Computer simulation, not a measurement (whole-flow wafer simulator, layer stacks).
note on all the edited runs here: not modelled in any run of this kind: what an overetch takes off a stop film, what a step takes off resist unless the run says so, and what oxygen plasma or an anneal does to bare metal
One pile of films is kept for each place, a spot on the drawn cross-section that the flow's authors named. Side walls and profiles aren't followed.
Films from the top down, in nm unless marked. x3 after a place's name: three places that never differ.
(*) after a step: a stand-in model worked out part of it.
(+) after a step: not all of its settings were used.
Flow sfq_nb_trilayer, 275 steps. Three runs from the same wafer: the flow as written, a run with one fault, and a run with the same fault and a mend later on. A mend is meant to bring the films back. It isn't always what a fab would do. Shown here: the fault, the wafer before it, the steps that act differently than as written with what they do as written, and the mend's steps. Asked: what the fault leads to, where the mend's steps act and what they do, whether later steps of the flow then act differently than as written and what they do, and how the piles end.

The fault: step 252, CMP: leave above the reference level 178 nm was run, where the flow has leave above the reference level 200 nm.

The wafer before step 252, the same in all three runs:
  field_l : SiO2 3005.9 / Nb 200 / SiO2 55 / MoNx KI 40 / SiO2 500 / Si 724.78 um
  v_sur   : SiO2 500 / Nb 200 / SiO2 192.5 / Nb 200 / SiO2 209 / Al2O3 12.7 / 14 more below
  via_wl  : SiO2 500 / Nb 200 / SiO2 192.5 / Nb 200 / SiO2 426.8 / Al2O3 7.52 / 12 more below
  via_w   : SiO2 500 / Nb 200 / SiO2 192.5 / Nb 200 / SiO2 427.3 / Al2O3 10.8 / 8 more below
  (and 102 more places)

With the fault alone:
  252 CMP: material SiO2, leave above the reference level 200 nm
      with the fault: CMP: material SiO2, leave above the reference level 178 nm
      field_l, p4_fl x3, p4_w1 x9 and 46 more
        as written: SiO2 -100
        with the fault: SiO2 -122
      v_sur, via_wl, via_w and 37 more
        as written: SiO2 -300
        with the fault: SiO2 -322
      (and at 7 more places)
  Later steps of the flow that act differently than as written (3 more steps differ only slightly, by at most 2% or 0.5 nm, whichever is larger, and aren't shown):
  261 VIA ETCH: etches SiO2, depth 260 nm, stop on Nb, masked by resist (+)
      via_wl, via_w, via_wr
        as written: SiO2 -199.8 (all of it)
        with the fault: SiO2 -177.8 (all of it)
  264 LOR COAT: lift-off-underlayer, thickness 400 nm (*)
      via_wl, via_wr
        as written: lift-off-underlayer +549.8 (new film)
        with the fault: lift-off-underlayer +533.3 (new film)
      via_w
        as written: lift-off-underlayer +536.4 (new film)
        with the fault: lift-off-underlayer +521.4 (new film)
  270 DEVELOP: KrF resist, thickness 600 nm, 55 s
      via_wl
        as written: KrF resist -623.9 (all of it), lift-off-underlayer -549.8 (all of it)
        with the fault: KrF resist -621.1 (all of it), lift-off-underlayer -533.3 (all of it)
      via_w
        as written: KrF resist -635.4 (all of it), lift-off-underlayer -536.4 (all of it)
        with the fault: KrF resist -631.4 (all of it), lift-off-underlayer -521.4 (all of it)
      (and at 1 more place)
  At the end the piles differ from the flow's by more than 2% or 0.5 nm, whichever is larger, at v_sur, via_sp, via_v and 65 more.
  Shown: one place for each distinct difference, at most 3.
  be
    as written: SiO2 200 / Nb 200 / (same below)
    with the fault: SiO2 178 / Nb 200 / (same below)
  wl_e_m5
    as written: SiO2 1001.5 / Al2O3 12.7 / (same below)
    with the fault: SiO2 979.5 / Al2O3 12.7 / (same below)
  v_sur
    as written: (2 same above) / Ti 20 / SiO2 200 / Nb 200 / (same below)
    with the fault: (2 same above) / Ti 20 / SiO2 178 / Nb 200 / (same below)

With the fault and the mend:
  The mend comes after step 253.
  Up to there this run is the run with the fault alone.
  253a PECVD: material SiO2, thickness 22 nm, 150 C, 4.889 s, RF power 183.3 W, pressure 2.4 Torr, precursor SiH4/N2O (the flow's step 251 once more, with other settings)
      field_l, v_sur, via_wl and 103 more
        SiO2 +22
  No later step of the flow acts differently than as written at any place that is followed.
  At the end the piles are the same as the flow's at every place that both follow.
